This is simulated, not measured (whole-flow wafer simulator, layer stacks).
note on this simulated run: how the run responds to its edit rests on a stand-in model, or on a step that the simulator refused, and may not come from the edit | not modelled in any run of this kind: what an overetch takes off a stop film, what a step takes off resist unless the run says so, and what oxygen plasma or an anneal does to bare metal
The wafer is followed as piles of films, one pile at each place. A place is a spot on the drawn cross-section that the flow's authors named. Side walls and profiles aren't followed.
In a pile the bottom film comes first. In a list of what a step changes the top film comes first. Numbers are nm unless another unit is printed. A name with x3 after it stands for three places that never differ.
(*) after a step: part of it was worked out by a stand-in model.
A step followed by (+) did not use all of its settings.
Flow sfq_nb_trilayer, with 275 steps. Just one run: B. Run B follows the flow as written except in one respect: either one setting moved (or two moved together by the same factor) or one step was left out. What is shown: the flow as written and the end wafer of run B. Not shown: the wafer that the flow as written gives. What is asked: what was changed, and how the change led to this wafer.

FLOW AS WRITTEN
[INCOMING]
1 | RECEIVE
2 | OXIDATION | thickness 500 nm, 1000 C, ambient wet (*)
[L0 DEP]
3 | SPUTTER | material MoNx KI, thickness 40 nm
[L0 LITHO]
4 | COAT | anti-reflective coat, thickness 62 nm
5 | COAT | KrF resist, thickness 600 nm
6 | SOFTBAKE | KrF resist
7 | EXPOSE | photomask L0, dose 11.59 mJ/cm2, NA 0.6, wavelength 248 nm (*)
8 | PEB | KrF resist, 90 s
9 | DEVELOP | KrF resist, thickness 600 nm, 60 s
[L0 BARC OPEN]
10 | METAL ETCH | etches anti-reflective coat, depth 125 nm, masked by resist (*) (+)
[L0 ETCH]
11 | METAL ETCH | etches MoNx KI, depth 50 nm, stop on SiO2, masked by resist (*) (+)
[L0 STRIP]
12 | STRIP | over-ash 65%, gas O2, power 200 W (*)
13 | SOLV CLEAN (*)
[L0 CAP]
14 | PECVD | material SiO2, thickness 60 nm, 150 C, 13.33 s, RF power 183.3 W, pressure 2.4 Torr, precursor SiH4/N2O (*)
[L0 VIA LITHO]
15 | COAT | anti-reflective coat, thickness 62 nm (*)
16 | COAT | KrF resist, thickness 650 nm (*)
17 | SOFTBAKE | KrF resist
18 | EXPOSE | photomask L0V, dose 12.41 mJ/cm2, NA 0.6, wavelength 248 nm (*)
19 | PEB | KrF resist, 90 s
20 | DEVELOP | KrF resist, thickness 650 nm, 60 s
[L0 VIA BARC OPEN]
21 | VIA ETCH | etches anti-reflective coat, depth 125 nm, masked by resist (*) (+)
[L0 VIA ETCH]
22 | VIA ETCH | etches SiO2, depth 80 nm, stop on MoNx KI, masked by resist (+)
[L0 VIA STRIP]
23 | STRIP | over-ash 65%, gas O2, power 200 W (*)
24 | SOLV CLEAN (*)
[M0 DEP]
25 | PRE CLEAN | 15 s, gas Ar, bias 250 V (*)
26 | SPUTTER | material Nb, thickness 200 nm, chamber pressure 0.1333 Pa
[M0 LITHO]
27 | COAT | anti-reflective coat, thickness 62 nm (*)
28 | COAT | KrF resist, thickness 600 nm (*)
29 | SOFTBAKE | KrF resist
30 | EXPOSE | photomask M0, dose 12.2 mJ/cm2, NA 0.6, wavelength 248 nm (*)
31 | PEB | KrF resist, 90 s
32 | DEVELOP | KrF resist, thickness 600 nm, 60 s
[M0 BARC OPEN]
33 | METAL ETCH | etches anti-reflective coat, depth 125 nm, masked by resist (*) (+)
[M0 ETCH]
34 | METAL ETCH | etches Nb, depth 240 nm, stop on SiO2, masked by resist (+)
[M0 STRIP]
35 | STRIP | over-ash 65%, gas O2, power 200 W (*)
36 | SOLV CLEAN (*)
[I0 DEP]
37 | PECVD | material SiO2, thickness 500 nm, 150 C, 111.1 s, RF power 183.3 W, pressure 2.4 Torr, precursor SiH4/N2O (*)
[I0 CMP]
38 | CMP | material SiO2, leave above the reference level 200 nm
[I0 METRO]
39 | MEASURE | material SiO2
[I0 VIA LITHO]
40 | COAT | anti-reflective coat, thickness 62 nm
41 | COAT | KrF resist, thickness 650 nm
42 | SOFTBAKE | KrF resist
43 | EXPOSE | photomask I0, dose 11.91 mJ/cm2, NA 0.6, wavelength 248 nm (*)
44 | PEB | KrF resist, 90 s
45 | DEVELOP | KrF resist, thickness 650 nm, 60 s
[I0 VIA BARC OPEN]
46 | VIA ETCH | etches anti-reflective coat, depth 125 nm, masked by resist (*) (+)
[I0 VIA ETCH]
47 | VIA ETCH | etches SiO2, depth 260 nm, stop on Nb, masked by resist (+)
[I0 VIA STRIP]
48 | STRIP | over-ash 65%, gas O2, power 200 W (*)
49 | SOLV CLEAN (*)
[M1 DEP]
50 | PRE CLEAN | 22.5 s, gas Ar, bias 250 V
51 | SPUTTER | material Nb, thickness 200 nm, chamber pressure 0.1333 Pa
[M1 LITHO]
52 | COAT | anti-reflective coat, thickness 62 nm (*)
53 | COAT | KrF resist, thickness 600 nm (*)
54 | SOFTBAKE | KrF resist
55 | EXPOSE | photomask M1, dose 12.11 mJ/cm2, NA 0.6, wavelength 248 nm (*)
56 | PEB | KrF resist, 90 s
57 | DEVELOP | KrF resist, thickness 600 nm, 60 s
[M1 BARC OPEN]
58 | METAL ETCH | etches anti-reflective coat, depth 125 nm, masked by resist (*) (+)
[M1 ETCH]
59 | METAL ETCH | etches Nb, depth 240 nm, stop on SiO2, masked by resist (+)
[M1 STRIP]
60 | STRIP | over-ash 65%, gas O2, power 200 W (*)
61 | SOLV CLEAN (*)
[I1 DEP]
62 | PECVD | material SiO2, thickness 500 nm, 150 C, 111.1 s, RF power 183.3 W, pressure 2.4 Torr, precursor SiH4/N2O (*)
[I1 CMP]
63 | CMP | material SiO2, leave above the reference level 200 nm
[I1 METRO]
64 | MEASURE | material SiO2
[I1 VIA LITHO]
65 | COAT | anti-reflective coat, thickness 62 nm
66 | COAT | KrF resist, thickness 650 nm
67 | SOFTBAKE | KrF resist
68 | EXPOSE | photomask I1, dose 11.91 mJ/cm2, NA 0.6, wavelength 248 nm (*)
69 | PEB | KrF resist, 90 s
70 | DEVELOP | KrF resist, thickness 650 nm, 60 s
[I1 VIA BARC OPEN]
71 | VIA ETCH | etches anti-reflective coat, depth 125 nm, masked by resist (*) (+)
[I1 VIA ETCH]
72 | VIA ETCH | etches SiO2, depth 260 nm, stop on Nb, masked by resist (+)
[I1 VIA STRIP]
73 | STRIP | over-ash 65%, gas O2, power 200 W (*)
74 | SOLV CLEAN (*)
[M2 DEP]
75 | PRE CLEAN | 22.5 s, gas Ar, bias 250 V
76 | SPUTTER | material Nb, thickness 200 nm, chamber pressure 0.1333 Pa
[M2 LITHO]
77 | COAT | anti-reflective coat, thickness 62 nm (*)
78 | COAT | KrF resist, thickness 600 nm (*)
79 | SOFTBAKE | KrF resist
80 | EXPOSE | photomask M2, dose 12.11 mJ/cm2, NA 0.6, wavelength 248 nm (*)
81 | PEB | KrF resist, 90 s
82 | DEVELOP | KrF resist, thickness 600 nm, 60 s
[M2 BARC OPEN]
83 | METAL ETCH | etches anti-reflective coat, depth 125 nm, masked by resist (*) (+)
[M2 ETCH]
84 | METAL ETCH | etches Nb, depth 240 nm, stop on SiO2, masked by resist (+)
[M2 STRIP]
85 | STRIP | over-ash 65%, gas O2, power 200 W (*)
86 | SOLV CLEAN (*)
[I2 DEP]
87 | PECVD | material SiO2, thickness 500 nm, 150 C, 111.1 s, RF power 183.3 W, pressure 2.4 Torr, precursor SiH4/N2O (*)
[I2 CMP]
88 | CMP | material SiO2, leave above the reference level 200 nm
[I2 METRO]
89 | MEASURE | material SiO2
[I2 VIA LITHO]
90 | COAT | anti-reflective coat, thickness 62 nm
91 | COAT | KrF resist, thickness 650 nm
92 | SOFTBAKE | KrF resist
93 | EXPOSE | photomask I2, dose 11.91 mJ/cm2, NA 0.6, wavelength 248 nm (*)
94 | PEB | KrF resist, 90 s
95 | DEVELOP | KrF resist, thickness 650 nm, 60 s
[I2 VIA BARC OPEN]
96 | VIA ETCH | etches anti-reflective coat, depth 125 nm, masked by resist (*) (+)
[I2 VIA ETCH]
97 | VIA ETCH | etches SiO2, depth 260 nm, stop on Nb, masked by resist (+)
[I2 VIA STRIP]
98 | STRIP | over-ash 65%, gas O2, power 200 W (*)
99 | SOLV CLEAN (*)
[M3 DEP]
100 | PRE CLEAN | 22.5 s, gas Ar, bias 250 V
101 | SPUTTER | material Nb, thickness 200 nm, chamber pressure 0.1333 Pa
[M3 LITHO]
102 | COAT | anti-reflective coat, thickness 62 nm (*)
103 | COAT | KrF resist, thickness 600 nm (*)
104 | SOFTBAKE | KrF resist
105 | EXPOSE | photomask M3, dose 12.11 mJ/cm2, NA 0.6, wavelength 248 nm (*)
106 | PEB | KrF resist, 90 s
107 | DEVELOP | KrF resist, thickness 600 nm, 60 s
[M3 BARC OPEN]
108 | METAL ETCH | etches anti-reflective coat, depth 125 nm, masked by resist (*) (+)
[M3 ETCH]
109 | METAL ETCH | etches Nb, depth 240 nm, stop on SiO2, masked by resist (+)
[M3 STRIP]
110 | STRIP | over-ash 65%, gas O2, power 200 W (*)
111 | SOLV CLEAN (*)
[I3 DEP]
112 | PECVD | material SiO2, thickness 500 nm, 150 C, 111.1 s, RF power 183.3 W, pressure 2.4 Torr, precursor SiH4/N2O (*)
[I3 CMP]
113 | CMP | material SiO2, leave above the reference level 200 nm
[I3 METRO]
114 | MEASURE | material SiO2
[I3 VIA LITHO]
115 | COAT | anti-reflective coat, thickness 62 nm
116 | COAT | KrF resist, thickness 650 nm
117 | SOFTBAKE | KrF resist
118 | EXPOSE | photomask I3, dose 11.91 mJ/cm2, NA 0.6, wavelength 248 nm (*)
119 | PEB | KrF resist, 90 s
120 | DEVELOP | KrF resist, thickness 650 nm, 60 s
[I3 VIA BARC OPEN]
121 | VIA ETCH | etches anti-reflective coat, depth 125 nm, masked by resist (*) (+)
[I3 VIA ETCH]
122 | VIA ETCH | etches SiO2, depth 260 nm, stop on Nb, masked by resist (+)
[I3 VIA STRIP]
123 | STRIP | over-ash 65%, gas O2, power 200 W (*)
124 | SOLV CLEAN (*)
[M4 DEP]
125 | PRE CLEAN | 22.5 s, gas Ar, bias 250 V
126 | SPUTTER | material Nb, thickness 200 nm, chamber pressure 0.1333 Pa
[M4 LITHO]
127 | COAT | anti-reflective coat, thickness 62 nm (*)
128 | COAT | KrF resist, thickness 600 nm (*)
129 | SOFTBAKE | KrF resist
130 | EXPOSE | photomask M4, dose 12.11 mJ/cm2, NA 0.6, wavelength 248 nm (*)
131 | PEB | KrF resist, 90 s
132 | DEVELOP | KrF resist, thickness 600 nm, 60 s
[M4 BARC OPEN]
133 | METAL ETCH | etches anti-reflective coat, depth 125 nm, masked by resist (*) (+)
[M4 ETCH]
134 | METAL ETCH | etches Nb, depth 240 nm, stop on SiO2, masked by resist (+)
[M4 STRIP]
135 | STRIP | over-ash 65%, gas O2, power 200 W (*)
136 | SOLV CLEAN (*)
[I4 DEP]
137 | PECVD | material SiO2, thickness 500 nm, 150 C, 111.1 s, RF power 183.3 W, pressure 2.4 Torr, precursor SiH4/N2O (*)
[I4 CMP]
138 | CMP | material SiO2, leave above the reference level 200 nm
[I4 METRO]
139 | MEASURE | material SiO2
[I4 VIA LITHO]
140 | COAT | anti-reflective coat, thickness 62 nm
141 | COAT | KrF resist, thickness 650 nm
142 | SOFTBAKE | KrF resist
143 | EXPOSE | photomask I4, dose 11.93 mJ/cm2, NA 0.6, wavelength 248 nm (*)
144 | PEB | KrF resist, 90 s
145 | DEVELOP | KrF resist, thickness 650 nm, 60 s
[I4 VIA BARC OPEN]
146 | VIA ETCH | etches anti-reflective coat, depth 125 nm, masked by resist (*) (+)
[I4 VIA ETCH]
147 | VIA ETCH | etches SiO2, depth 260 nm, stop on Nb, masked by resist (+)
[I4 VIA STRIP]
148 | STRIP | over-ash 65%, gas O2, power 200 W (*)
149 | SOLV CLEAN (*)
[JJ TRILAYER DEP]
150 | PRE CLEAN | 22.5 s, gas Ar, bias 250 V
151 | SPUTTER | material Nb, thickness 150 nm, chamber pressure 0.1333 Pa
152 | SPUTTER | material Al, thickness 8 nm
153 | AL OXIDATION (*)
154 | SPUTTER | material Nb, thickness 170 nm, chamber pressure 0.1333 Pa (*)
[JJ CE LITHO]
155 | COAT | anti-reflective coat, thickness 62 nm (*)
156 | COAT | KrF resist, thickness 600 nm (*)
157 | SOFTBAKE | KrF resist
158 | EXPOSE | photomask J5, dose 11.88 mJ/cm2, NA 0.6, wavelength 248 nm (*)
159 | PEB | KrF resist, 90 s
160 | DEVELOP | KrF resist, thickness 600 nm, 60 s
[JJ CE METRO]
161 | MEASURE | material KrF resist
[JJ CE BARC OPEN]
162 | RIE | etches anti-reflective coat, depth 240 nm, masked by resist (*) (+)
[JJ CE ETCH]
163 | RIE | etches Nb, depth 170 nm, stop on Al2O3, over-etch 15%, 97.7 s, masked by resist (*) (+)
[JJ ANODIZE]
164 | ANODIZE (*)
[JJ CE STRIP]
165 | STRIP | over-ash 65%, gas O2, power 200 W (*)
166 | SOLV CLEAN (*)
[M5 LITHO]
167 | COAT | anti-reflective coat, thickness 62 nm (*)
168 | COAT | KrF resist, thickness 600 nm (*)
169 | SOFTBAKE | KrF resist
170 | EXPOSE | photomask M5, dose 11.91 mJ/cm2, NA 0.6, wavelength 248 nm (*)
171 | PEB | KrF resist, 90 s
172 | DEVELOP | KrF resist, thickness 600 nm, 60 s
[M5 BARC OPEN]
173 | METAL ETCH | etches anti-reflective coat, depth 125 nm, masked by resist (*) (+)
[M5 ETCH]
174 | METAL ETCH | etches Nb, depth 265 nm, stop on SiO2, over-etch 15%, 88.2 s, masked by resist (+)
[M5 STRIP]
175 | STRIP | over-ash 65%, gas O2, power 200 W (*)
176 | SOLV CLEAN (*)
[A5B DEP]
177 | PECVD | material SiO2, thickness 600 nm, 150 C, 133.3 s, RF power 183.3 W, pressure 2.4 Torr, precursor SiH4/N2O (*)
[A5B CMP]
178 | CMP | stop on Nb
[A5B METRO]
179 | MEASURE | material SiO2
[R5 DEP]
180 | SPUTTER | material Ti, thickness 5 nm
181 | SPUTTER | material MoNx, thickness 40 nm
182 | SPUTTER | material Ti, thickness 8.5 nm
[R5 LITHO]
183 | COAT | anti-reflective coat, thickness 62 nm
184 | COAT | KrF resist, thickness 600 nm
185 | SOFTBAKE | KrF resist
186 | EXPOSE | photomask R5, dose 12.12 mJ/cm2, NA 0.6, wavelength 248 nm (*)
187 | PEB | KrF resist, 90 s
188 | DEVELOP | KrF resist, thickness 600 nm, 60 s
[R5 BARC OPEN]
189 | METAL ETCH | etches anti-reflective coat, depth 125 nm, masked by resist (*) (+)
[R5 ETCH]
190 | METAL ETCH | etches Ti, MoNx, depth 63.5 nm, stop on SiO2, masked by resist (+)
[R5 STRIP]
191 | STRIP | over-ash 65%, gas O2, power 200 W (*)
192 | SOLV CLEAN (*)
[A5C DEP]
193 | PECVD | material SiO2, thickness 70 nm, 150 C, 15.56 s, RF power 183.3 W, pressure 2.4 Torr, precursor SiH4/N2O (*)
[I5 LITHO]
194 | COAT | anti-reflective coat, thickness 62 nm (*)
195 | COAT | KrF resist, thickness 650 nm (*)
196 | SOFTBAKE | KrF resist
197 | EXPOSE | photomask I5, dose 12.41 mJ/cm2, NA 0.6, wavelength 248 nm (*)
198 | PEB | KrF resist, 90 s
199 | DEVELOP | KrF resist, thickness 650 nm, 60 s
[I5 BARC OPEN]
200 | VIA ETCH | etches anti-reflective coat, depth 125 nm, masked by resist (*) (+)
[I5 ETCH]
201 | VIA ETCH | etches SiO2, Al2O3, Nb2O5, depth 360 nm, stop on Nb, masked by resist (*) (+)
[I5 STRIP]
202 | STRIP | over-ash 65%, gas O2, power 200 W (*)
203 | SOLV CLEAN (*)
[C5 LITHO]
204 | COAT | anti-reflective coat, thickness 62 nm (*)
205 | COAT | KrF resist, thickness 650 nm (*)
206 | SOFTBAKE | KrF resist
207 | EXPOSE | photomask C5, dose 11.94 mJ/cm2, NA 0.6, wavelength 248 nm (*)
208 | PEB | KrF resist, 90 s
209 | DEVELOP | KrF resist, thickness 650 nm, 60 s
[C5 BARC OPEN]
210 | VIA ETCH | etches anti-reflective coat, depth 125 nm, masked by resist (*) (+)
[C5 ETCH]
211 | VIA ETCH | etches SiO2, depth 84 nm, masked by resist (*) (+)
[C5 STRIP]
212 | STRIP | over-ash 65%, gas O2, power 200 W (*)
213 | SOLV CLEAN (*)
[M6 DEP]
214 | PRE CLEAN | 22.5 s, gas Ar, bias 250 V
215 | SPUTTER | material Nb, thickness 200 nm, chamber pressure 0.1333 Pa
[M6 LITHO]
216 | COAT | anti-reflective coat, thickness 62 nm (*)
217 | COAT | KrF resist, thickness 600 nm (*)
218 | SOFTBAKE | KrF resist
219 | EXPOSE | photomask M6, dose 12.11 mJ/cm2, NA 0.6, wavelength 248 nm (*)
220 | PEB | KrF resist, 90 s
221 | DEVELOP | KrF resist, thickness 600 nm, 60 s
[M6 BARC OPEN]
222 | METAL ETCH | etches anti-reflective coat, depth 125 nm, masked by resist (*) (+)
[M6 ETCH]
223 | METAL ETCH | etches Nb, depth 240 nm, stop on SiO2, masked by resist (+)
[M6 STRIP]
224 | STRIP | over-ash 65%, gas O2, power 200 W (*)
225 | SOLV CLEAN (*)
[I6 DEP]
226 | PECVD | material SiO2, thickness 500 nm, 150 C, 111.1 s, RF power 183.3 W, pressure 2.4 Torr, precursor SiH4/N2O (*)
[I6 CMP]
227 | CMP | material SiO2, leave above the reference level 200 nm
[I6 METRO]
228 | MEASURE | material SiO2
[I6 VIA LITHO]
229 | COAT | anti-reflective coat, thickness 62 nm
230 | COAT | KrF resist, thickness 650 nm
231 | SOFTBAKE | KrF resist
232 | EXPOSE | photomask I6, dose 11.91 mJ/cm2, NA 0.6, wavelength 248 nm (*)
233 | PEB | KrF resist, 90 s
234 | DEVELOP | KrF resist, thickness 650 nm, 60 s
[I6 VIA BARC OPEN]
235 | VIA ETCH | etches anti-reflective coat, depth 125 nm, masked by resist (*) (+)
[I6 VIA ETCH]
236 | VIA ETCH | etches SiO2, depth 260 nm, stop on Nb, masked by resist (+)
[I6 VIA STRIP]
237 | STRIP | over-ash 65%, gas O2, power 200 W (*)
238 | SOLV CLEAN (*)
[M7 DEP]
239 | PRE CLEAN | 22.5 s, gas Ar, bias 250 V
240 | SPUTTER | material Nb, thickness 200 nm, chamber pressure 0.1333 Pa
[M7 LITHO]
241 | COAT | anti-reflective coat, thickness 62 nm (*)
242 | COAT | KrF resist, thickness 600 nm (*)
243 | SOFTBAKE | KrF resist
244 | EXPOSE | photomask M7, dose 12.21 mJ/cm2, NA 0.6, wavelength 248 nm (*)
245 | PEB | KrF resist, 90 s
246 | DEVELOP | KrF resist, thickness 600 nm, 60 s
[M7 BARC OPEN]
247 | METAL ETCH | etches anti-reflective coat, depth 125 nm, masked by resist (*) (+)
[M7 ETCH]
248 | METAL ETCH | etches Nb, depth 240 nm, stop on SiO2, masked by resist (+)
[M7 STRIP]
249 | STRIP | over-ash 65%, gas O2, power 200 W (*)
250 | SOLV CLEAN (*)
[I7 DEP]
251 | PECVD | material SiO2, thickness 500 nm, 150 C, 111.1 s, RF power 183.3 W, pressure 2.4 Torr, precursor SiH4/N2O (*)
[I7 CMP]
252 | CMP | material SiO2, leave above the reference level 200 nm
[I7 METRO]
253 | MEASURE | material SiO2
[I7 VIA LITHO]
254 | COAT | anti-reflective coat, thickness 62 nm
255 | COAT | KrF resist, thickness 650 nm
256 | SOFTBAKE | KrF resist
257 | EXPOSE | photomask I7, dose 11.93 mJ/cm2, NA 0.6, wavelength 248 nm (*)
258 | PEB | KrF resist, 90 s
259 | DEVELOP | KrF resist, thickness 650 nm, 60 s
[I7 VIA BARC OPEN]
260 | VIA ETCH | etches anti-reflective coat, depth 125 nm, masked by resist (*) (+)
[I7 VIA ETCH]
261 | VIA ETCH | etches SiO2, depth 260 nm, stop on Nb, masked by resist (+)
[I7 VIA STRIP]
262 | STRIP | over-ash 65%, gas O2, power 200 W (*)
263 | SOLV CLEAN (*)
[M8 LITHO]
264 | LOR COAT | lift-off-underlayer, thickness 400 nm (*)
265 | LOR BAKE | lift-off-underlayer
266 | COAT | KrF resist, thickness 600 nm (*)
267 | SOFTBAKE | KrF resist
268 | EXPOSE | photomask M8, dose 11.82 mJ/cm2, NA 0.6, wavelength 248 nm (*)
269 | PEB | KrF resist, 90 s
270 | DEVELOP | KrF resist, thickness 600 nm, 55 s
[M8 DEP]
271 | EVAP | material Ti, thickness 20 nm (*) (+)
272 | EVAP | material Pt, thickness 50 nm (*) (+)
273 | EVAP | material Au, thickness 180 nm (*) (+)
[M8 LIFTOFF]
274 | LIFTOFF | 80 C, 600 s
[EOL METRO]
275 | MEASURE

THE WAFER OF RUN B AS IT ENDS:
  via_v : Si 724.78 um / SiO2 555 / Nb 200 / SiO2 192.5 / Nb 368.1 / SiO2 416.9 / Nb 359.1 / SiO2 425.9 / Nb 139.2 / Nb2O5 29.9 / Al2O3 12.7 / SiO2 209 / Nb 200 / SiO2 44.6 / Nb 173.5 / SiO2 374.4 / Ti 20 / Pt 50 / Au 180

The reason: step 236, VIA ETCH: depth 147.7 nm was run, though the flow has depth 260 nm.

How this came from the change, step by step:
  236 | VIA ETCH | etches SiO2, depth 260 nm, stop on Nb, masked by resist (+)
      via_v: -147.7 SiO2 (as written it would have been: -199.8 SiO2 (all of it))
      field_l, v_sur, via_wl and 102 more: -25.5 KrF resist (as written it would have been: -44.8 KrF resist)
  237 | STRIP | over-ash 65%, gas O2, power 200 W (*)
      field_l, v_sur, via_wl and 102 more: -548 KrF resist (all of it), -62 anti-reflective coat (all of it) (as written it would have been: -528.6 KrF resist (all of it), -62 anti-reflective coat (all of it))
  239 | PRE CLEAN | 22.5 s, gas Ar, bias 250 V
      via_v: -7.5 SiO2 (as written it would have been: -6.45 Nb)
  240 | SPUTTER | material Nb, thickness 200 nm, chamber pressure 0.1333 Pa
      via_v: +173.5 Nb (new film) (as written it would have been: +161.1 Nb)
  241 | COAT | anti-reflective coat, thickness 62 nm (*)
      via_v: +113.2 anti-reflective coat (new film) (as written it would have been: +126 anti-reflective coat (new film))
  242 | COAT | KrF resist, thickness 600 nm (*)
      via_v: +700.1 KrF resist (new film) (as written it would have been: +742.5 KrF resist (new film))
  249 | STRIP | over-ash 65%, gas O2, power 200 W (*)
      via_v: -482.2 KrF resist (all of it), -113.2 anti-reflective coat (all of it) (as written it would have been: -524.5 KrF resist (all of it), -126 anti-reflective coat (all of it))
  251 | PECVD | material SiO2, thickness 500 nm, 150 C, 111.1 s, RF power 183.3 W, pressure 2.4 Torr, precursor SiH4/N2O (*)
      via_v: +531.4 SiO2 (new film) (as written it would have been: +621 SiO2 (new film))
  252 | CMP | material SiO2, leave above the reference level 200 nm
      via_v: -157.1 SiO2 (as written it would have been: -183.1 SiO2)
If metal films that touch count as one body, via_v has 7 bodies (between them, from the top down: SiO2 374.4; SiO2 44.6; SiO2 209 / Al2O3 12.7 / Nb2O5 29.9; SiO2 425.9; SiO2 416.9; SiO2 192.5); the flow as written gives 6 bodies (between them, from the top down: SiO2 437.8; SiO2 209 / Al2O3 12.7 / Nb2O5 29.9; SiO2 425.9; SiO2 416.9; SiO2 192.5).
